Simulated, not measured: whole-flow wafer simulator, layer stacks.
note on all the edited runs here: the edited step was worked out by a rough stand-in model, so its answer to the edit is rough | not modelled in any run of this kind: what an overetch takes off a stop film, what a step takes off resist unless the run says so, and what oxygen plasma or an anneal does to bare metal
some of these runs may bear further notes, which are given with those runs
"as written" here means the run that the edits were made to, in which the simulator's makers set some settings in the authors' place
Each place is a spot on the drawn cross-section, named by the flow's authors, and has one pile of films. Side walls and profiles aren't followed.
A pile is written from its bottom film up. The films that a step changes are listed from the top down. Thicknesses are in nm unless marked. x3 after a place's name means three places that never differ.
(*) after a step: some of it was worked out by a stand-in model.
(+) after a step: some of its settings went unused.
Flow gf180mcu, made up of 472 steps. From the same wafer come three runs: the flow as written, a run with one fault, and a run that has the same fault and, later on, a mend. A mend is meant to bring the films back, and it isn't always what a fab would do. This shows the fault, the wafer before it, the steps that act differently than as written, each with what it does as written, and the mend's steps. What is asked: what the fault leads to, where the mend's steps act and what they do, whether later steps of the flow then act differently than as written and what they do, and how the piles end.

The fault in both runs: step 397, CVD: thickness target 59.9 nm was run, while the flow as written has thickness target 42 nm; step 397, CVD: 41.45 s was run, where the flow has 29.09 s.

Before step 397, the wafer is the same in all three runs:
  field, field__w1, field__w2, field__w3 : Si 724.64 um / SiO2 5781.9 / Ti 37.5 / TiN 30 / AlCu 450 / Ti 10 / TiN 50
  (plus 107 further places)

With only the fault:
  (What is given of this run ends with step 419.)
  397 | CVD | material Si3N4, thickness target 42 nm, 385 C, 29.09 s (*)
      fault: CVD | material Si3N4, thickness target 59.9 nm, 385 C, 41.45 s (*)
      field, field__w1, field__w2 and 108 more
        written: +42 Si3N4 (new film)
        fault: +59.8 Si3N4 (new film)
  Steps later in the flow that act otherwise than as written:
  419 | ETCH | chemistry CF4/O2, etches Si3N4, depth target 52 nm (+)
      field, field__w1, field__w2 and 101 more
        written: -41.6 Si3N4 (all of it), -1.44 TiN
        fault: -52 Si3N4
  Once step 419 is done, the piles at field, field__w1, field__w2 and 109 more depart from the flow's by more than 2% or 0.5 nm, whichever is larger.
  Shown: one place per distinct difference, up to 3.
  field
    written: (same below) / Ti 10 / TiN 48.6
    fault: (same below) / Ti 10 / TiN 50 / Si3N4 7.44
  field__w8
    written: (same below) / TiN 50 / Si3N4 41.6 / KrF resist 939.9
    fault: (same below) / TiN 50 / Si3N4 59.4 / KrF resist 939.9
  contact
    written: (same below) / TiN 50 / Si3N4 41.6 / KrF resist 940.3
    fault: (same below) / TiN 50 / Si3N4 59.4 / KrF resist 940.3

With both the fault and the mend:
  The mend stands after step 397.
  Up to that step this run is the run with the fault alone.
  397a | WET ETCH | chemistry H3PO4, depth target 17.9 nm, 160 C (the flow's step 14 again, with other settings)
      field, field__w1, field__w2 and 108 more
        -17.9 Si3N4
  Every later step of the flow that is run acts as written, at every place that is followed, to within 2% or 0.5 nm, whichever is larger.
  At the end the piles are close to the flow's at the places that both follow, differing by at most 2% or 0.5 nm, whichever is larger.
